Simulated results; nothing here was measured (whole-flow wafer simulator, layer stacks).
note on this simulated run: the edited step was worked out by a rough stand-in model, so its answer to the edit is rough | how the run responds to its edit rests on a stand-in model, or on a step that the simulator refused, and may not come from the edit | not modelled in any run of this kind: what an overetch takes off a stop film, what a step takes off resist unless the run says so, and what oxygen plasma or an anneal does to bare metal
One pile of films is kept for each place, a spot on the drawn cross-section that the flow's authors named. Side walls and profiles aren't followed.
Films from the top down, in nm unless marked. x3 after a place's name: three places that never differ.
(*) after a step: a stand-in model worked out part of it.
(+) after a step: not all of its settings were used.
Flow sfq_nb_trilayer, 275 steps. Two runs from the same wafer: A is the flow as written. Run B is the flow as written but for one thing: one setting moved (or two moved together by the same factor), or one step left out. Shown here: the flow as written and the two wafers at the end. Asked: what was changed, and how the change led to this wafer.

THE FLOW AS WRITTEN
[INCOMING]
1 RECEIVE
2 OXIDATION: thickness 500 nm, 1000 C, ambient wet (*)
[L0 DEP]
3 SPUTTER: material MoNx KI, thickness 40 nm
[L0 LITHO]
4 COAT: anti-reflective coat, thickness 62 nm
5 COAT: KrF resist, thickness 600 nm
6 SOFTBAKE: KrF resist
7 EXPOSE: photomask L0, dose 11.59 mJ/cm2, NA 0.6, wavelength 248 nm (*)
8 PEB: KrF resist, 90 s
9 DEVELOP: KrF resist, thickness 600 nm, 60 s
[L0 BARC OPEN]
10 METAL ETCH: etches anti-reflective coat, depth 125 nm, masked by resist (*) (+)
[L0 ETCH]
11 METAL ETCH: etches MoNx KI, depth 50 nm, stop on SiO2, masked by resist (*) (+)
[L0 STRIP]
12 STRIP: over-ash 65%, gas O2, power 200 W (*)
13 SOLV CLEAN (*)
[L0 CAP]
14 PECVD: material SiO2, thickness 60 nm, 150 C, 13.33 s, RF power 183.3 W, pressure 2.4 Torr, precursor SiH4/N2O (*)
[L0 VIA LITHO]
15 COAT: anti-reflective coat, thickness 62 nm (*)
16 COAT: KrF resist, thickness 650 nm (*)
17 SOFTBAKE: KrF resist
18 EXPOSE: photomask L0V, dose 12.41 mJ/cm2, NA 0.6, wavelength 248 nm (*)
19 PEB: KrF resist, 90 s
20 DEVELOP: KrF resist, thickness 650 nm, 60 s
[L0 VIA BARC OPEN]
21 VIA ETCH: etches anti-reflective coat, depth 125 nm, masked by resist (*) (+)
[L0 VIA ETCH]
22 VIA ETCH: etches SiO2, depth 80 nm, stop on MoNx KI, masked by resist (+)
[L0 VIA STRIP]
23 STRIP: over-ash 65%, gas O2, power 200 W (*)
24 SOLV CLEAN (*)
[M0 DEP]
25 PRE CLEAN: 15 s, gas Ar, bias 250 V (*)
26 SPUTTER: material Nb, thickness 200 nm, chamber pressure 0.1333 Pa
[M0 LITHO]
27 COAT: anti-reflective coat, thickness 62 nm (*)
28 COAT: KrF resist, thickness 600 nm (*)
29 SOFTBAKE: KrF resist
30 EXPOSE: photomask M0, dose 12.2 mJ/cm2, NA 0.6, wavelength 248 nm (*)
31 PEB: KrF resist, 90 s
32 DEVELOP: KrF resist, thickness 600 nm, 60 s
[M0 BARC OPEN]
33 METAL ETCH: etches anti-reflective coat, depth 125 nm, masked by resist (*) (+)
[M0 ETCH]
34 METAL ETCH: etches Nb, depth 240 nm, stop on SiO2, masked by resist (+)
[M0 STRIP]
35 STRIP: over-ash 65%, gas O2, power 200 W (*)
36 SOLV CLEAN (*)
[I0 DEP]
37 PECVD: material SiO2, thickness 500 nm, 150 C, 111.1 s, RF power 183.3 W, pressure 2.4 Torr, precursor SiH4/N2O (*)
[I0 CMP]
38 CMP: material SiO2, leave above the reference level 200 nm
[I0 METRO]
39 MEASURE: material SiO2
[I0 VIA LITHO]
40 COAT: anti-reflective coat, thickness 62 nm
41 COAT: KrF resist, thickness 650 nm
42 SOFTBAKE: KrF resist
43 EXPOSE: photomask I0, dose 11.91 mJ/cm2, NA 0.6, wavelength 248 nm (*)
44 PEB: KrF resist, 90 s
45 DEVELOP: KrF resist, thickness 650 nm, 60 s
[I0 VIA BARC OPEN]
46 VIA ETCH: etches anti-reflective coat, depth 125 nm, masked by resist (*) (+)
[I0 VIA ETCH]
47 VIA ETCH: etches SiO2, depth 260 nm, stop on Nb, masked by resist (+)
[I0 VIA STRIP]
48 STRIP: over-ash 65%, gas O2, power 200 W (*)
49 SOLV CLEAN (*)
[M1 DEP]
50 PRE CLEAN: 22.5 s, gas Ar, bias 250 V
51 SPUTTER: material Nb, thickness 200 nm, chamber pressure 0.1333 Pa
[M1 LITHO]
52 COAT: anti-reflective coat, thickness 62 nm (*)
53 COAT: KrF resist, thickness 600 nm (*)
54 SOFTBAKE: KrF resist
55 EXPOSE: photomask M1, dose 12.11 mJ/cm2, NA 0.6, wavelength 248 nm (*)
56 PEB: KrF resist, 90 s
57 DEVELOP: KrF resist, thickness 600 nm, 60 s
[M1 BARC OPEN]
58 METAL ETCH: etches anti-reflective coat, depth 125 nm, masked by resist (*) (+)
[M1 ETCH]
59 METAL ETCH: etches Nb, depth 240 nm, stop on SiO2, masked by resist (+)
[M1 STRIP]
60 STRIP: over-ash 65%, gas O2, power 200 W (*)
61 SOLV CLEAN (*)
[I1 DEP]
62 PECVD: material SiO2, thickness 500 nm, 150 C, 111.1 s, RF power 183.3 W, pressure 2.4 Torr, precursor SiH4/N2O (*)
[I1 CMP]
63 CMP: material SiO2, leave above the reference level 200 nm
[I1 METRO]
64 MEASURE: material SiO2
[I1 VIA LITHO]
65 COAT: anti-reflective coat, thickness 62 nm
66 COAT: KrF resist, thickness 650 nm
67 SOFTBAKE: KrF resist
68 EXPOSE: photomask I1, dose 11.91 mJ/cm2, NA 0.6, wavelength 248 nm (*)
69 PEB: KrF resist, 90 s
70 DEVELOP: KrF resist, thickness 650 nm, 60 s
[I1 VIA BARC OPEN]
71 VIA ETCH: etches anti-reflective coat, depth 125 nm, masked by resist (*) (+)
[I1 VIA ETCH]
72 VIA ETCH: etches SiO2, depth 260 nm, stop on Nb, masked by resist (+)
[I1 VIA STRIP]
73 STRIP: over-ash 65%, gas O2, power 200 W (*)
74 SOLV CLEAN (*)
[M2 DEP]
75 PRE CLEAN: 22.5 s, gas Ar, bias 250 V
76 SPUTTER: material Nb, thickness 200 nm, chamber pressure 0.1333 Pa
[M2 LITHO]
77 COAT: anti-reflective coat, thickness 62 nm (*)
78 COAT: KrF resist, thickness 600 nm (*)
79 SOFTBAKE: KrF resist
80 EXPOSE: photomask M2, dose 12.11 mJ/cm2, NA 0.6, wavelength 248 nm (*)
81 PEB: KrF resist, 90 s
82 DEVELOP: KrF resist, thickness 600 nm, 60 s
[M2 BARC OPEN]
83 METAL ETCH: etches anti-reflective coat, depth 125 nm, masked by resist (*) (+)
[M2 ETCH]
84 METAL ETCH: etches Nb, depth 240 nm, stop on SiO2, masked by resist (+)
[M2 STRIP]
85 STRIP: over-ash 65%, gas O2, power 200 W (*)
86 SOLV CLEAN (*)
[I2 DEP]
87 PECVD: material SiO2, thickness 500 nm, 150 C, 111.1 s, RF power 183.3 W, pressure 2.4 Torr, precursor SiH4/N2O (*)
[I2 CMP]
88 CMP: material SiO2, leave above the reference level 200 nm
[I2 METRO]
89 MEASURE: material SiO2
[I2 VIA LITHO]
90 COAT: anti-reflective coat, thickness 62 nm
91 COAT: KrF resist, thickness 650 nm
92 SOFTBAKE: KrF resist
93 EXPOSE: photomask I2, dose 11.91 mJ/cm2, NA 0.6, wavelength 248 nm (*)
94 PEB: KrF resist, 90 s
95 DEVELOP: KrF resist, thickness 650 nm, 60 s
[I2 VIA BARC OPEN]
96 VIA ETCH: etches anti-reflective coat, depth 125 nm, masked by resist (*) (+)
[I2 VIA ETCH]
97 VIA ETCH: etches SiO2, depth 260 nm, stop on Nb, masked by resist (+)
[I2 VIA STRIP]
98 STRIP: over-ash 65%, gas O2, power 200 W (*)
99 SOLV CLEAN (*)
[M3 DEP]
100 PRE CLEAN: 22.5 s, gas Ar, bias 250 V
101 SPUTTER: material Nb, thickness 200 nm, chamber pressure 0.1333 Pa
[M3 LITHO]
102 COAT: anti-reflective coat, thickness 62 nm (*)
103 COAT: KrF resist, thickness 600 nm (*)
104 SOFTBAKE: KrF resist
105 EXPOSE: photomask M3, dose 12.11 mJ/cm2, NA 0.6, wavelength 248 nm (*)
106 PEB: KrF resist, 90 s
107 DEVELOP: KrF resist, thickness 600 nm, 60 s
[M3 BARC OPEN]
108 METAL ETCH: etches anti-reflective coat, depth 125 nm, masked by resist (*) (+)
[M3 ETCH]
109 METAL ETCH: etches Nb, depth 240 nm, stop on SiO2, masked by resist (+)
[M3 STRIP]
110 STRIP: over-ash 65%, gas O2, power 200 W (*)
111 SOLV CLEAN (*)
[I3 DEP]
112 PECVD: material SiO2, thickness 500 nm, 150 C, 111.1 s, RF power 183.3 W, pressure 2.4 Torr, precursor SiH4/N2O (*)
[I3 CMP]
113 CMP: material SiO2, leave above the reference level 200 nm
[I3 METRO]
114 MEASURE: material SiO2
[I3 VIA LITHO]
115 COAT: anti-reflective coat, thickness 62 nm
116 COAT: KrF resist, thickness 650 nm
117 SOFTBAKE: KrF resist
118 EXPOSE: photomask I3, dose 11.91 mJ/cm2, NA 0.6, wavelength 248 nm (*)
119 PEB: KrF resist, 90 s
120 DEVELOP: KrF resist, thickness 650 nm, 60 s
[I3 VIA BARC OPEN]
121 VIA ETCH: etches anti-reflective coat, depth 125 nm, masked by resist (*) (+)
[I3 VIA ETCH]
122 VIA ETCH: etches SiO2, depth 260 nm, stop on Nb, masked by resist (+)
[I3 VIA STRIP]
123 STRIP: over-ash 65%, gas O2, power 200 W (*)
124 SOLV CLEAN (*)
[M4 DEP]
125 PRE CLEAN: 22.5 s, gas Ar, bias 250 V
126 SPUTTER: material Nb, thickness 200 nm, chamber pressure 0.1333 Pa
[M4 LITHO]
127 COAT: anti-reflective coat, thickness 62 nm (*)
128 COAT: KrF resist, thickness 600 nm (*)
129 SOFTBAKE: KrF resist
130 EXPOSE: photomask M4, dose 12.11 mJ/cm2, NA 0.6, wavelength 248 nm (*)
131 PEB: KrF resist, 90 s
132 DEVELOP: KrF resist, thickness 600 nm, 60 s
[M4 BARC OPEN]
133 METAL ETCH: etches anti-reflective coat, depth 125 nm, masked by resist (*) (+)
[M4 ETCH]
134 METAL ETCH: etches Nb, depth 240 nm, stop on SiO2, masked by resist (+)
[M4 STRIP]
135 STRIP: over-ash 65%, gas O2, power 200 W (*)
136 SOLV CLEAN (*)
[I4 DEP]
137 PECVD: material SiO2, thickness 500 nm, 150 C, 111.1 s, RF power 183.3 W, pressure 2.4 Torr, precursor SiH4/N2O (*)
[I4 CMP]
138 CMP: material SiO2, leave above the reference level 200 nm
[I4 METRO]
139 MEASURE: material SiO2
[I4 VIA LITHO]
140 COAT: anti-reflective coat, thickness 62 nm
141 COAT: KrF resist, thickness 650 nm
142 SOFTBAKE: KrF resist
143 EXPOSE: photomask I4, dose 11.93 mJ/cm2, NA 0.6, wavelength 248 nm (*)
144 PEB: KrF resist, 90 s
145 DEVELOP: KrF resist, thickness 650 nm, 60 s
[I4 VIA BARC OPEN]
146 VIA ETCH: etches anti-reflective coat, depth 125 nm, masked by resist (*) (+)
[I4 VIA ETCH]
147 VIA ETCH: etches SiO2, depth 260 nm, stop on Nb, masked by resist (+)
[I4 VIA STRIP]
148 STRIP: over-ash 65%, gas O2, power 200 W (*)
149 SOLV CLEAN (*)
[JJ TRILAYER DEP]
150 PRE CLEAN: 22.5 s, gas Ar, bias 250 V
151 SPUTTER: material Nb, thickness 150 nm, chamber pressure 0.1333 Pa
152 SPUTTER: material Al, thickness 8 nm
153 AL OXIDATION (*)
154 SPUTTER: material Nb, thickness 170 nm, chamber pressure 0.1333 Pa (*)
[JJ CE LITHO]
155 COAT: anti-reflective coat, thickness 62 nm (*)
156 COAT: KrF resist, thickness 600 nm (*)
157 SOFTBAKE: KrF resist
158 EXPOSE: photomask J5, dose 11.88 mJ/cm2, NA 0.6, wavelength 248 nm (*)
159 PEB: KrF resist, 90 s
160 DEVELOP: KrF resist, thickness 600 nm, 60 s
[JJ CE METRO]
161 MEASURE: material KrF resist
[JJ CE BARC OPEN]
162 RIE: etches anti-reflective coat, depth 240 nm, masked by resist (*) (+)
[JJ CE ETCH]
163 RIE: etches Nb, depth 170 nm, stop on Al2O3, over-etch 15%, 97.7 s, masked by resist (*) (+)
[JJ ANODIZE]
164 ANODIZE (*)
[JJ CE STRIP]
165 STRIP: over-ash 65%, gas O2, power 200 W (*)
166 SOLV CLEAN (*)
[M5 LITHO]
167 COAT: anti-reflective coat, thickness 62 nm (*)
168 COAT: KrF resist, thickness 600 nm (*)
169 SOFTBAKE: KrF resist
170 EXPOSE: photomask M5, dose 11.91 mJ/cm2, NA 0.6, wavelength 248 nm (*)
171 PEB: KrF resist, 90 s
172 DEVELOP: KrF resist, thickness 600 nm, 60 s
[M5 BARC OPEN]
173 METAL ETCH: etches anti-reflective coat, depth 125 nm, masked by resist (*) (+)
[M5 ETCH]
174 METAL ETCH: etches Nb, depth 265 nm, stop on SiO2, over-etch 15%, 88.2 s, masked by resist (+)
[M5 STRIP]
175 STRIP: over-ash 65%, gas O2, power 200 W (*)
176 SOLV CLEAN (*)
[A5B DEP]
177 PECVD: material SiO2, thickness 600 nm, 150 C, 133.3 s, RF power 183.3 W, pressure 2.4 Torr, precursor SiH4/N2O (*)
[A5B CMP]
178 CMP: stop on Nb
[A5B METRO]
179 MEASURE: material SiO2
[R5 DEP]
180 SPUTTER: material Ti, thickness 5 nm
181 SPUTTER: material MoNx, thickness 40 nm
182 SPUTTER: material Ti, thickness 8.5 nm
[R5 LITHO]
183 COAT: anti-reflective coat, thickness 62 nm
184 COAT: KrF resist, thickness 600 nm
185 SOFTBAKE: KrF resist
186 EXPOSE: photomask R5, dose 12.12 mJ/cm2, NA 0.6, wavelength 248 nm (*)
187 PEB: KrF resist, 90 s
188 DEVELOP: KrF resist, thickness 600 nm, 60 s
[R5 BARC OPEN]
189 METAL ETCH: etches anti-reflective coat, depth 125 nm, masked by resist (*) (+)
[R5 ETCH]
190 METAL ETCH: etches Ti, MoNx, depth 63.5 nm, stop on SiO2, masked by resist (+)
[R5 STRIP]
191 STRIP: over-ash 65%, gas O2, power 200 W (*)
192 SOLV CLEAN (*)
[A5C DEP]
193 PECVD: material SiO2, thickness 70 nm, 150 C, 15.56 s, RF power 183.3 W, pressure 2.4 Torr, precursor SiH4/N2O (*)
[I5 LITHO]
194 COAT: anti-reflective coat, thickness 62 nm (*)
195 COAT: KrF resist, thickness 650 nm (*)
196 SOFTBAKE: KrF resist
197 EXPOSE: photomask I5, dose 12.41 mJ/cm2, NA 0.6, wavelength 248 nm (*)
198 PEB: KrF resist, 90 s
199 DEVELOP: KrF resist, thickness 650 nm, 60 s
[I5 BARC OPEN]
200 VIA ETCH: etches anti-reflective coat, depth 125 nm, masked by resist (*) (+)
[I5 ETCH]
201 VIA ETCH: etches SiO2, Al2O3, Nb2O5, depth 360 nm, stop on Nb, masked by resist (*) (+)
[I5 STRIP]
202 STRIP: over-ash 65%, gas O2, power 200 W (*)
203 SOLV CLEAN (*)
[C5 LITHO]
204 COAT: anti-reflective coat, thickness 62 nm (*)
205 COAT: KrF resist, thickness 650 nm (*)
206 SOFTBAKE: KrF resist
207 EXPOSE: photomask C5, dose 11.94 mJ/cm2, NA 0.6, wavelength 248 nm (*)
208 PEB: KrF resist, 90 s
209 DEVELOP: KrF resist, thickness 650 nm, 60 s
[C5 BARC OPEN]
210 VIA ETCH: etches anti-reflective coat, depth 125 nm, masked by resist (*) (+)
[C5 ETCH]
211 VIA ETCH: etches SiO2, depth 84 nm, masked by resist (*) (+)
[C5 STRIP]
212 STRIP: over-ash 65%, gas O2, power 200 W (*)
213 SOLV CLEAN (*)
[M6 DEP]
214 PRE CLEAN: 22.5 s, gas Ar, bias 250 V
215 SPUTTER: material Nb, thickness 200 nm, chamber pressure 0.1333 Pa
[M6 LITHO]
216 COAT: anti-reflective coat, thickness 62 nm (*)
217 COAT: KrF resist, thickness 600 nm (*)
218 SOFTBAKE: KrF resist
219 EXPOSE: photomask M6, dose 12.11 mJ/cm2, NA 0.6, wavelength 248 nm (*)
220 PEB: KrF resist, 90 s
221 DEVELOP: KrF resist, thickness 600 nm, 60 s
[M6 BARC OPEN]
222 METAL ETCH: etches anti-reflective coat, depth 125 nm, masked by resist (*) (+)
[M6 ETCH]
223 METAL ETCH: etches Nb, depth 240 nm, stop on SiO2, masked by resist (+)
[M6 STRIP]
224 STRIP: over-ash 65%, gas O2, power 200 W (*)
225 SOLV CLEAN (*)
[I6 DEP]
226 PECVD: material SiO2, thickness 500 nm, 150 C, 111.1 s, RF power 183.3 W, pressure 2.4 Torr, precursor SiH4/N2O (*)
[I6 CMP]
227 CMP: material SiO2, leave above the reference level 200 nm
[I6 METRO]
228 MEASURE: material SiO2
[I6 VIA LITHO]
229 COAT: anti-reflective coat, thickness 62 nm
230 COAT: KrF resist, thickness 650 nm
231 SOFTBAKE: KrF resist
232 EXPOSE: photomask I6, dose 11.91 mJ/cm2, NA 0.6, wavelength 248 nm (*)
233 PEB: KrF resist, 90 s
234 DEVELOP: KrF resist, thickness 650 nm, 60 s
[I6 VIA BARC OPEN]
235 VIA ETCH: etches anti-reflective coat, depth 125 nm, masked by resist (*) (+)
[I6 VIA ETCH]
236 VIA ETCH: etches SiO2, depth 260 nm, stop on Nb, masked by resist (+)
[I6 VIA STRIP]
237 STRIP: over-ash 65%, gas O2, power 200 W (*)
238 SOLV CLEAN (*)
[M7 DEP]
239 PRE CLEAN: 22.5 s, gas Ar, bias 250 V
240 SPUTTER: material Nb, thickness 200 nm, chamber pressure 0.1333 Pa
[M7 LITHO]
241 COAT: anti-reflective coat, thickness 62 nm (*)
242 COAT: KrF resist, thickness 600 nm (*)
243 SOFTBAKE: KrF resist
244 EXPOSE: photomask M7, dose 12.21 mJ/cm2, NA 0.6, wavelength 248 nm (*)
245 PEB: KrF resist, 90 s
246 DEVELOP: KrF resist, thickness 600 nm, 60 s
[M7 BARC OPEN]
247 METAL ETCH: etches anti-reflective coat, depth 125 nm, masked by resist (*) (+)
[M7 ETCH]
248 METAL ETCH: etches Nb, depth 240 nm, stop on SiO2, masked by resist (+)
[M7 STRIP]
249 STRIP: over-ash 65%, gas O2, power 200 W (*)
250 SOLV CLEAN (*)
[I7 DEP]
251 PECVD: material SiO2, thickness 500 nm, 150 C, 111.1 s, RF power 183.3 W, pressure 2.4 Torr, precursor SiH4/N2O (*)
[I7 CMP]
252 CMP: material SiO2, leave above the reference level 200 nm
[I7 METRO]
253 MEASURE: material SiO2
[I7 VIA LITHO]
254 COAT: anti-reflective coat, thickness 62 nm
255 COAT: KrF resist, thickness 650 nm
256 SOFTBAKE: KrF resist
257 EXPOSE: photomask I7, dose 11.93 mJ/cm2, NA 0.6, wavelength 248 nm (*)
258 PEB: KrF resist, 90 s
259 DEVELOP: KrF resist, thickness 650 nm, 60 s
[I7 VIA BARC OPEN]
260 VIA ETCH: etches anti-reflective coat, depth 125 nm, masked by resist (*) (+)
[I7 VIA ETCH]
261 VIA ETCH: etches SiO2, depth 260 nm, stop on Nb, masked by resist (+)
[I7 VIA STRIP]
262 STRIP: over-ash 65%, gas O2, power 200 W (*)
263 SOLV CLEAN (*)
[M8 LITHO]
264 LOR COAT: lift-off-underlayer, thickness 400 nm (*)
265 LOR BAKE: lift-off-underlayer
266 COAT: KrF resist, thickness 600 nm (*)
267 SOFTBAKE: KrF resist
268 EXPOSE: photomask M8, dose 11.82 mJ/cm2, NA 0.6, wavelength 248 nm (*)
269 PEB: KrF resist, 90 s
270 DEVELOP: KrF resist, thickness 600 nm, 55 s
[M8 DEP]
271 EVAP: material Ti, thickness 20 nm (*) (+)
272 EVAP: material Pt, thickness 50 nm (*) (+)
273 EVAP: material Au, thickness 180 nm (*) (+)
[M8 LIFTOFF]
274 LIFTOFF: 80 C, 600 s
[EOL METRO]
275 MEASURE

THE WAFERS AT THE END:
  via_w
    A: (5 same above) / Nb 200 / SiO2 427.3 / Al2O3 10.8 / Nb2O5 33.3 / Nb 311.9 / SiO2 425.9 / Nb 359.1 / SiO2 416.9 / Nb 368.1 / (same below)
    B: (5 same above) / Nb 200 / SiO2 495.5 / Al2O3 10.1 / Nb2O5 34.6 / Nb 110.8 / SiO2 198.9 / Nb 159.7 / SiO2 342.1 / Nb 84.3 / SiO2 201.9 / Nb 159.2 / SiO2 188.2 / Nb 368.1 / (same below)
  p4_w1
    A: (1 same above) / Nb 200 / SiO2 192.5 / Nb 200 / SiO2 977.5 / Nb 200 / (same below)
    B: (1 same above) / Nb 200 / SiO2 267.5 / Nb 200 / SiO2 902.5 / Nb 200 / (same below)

The cause: step 62, PECVD: thickness 225 nm was run, where the flow has thickness 500 nm; step 62, PECVD: 50 s was run, where the flow has 111.1 s.

How the change led to this, step by step:
  62 PECVD: material SiO2, thickness 500 nm, 150 C, 111.1 s, RF power 183.3 W, pressure 2.4 Torr, precursor SiH4/N2O (*)
      field_l, be, be_sur and 72 more: A SiO2 +500 | B SiO2 +225
      v_sur, via_wl, via_wr and 20 more: A SiO2 +500 (new film) | B SiO2 +225 (new film)
      (and at 8 more places)
  63 CMP: material SiO2, leave above the reference level 200 nm
      field_l, be, be_sur and 72 more: A SiO2 -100 | B nothing
      lsp_m, ln_m6, lsp_r, l0_sur, l0v: A SiO2 -94.9 | B nothing
      (and at 26 more places)
  65 COAT: anti-reflective coat, thickness 62 nm
      gap, jj_sur, be_r, p3_l2, p3_s2, p3_l6: A anti-reflective coat +62 (new film) | B anti-reflective coat +64.1 (new film)
      m0r_space_l, m0r_space_r, m6r_space_l, m6r_space_r, m7r_space_l, m7r_space_r: A anti-reflective coat +62 (new film) | B anti-reflective coat +81.3 (new film)
      (and at 78 more places)
  66 COAT: KrF resist, thickness 650 nm
      m0r_line_l, m0r_line_r, m6r_line_l, m6r_line_r, m7r_line_l, m7r_line_r: A KrF resist +650 (new film) | B KrF resist +684 (new film)
      m0r_space_l, m0r_space_r, m6r_space_l, m6r_space_r, m7r_space_l, m7r_space_r: A KrF resist +650 (new film) | B KrF resist +673 (new film)
      (and at 60 more places)
  70 DEVELOP: KrF resist, thickness 650 nm, 60 s
      via_v: A KrF resist -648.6 (all of it) | B KrF resist -586.3 (all of it)
  71 VIA ETCH: etches anti-reflective coat, depth 125 nm, masked by resist (*) (+)
      field_l, v_sur, via_wl and 102 more: A KrF resist -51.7 | B KrF resist -40.2
      via_v: A anti-reflective coat -62 (all of it), SiO2 -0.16 | B anti-reflective coat -48.3 (all of it), SiO2 -0.12
  73 STRIP: over-ash 65%, gas O2, power 200 W (*)
      m0r_line_l, m0r_line_r, m6r_line_l, m6r_line_r, m7r_line_l, m7r_line_r: A KrF resist -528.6 (all of it), anti-reflective coat -62 (all of it) | B KrF resist -574 (all of it), anti-reflective coat -61.7 (all of it)
      m0r_space_l, m0r_space_r, m6r_space_l, m6r_space_r, m7r_space_l, m7r_space_r: A KrF resist -528.6 (all of it), anti-reflective coat -62 (all of it) | B KrF resist -563 (all of it), anti-reflective coat -81.3 (all of it)
      (and at 93 more places)
  76 SPUTTER: material Nb, thickness 200 nm, chamber pressure 0.1333 Pa
      lsp_m, ln_m6, lsp_r, l0_sur, l0v: A Nb +200 (new film) | B Nb +195.3 (new film)
      be, lsp_l: A Nb +200 (new film) | B Nb +184 (new film)
      (and at 1 more place)
  77 COAT: anti-reflective coat, thickness 62 nm (*)
      p3_s1, p3_l3, p3_s3, p3_l4, p3_s4, p3_l5: A anti-reflective coat +62 (new film) | B anti-reflective coat +63.9 (new film)
      m0r_space_l, m0r_space_r, m6r_space_l, m6r_space_r, m7r_space_l, m7r_space_r: A anti-reflective coat +62 (new film) | B anti-reflective coat +79.9 (new film)
      (and at 78 more places)
  78 COAT: KrF resist, thickness 600 nm (*)
      m0r_line_l, m0r_line_r, m6r_line_l, m6r_line_r, m7r_line_l, m7r_line_r: A KrF resist +600 (new film) | B KrF resist +631.9 (new film)
      m0r_space_l, m0r_space_r, m6r_space_l, m6r_space_r, m7r_space_l, m7r_space_r: A KrF resist +600 (new film) | B KrF resist +623.3 (new film)
      (and at 62 more places)
  82 DEVELOP: KrF resist, thickness 600 nm, 60 s
      m0r_line_l, m0r_line_r, m6r_line_l, m6r_line_r, m7r_line_l, m7r_line_r: A KrF resist -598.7 (all of it) | B KrF resist -630.6 (all of it)
      m0r_space_l, m0r_space_r, m6r_space_l, m6r_space_r, m7r_space_l, m7r_space_r: A KrF resist -598.7 (all of it) | B KrF resist -622 (all of it)
      (and at 40 more places)
  83 METAL ETCH: etches anti-reflective coat, depth 125 nm, masked by resist (*) (+)
      m5r_linepad_l, m5r_linepad_r, r5r_spacepad_l, r5r_spacepad_r, m8r_pad_l, m8r_pad_r: A anti-reflective coat -62 (all of it) | B anti-reflective coat -125
      v_sur, via_wl, via_w and 19 more: A KrF resist -51.7 | B KrF resist -69.4
      (and at 62 more places)
  84 METAL ETCH: etches Nb, depth 240 nm, stop on SiO2, masked by resist (+)
      m5r_linepad_l, m5r_linepad_r: A Nb -200 (all of it) | B anti-reflective coat -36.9 (all of it), Nb -200 (all of it)
      r5r_spacepad_l, r5r_spacepad_r: A Nb -200 (all of it) | B anti-reflective coat -37.1 (all of it), Nb -200 (all of it)
      (and at 9 more places)
  85 STRIP: over-ash 65%, gas O2, power 200 W (*)
      wl_a_sr, wl_b_m5: A KrF resist -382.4 (all of it), anti-reflective coat -62 (all of it) | B KrF resist -348.8 (all of it), anti-reflective coat -58.4 (all of it)
      v_sur: A KrF resist -380 (all of it), anti-reflective coat -61.4 (all of it) | B KrF resist -273.8 (all of it), anti-reflective coat -39 (all of it)
      (and at 19 more places)
  87 PECVD: material SiO2, thickness 500 nm, 150 C, 111.1 s, RF power 183.3 W, pressure 2.4 Torr, precursor SiH4/N2O (*)
      wl_d_sl, wl_d_sr: A SiO2 +500 | B SiO2 +532.1
      via_w: A SiO2 +500 (new film) | B SiO2 +626.6 (new film)
  88 CMP: material SiO2, leave above the reference level 200 nm
      field_l, be, be_sur and 79 more: A SiO2 -100 | B nothing
      via_w: A SiO2 -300 | B SiO2 -157.1
  ... 42 more steps ...
  178 CMP: stop on Nb
      via_w: A SiO2 -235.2 | B SiO2 -226.5
Counting metal films that touch as one body, via_w has 7 bodies (between them, from the top down: SiO2 192.5; SiO2 495.5 / Al2O3 10.1 / Nb2O5 34.6; SiO2 198.9; SiO2 342.1; SiO2 201.9; SiO2 188.2); the flow as written gives 5 bodies (between them, from the top down: SiO2 192.5; SiO2 427.3 / Al2O3 10.8 / Nb2O5 33.3; SiO2 425.9; SiO2 416.9).
